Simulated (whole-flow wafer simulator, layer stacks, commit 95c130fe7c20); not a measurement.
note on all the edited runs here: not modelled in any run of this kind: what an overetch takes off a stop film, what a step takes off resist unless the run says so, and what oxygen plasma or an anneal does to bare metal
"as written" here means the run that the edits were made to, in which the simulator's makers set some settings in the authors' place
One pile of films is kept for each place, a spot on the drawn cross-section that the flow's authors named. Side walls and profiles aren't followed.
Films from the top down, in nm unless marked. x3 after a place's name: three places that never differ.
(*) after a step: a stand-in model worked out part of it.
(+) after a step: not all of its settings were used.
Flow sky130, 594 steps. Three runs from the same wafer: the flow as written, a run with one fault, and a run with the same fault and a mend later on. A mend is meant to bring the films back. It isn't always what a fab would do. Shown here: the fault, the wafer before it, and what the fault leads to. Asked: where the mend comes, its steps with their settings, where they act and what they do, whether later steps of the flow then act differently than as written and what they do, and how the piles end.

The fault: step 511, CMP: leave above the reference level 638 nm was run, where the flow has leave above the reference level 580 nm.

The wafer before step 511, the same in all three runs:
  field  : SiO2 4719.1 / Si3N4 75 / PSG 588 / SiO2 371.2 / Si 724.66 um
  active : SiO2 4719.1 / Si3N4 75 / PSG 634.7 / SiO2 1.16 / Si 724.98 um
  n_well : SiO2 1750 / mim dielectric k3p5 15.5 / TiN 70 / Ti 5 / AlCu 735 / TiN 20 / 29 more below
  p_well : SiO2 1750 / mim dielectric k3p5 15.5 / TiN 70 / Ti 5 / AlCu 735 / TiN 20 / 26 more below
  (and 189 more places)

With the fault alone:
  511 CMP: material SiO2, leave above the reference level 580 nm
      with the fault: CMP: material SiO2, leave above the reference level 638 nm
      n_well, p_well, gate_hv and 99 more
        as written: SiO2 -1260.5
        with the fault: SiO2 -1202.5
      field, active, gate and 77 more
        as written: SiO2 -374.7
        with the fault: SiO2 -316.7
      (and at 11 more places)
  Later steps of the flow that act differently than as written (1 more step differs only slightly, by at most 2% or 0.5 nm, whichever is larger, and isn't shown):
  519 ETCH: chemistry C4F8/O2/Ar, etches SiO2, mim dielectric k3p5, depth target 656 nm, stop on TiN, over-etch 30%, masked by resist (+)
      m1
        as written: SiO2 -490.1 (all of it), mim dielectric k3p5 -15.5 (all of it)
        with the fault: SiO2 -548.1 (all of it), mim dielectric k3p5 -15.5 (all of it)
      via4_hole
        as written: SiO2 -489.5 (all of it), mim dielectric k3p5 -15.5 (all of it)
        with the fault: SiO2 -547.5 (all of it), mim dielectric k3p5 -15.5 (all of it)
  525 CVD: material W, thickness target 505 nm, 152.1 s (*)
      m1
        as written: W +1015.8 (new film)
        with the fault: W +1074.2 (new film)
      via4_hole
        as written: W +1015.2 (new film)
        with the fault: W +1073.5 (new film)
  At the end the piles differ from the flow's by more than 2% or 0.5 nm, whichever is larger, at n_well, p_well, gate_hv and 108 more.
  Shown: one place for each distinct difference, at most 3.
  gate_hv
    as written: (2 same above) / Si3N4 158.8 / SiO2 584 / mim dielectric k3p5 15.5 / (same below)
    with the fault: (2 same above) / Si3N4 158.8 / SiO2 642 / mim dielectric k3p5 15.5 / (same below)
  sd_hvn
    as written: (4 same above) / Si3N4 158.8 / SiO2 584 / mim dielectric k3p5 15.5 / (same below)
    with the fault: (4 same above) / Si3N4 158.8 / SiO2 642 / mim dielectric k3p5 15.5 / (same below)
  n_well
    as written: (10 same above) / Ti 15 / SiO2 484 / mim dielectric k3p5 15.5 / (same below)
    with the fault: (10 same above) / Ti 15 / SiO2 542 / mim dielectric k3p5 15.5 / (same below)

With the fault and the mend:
  The mend comes after step 518.
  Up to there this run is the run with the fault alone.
  518a STRIP: chemistry O2/N2, power 2160 W, pressure 1700 mTorr (*)
      field, active, n_well and 188 more
        resist -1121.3 (all of it)
  518b CMP: material SiO2, leave above the reference level 580 nm (the flow's step 511 once more)
      field, active, n_well and 190 more
        SiO2 -58
  518c HMDS: 120 C, 60 s (the flow's step 513 once more)
      changes no film at any place that is followed
  518d COAT: resist, thickness 1140 nm (the flow's step 514 once more)
      field, active, n_well and 190 more
        resist +1140 (new film)
  518e SOFTBAKE: resist (the flow's step 515 once more)
      changes no film at any place that is followed
  518f EXPOSE: photomask VIM4, dose 133.8 mJ/cm2, NA 0.6, wavelength 365 nm (*) (the flow's step 516 once more)
      changes no film at any place that is followed
  518g PEB: resist, 70.3 s (the flow's step 517 once more)
      field, active, n_well and 190 more
        resist -18.7
  518h DEVELOP: resist, thickness 1140 nm, developer TMAH-0.26N, 60 s (the flow's step 518 once more)
      m1, via4_hole
        resist -1121.3 (all of it)
  No later step of the flow acts differently than as written at any place that is followed.
  At the end the piles are the same as the flow's at every place that both follow.
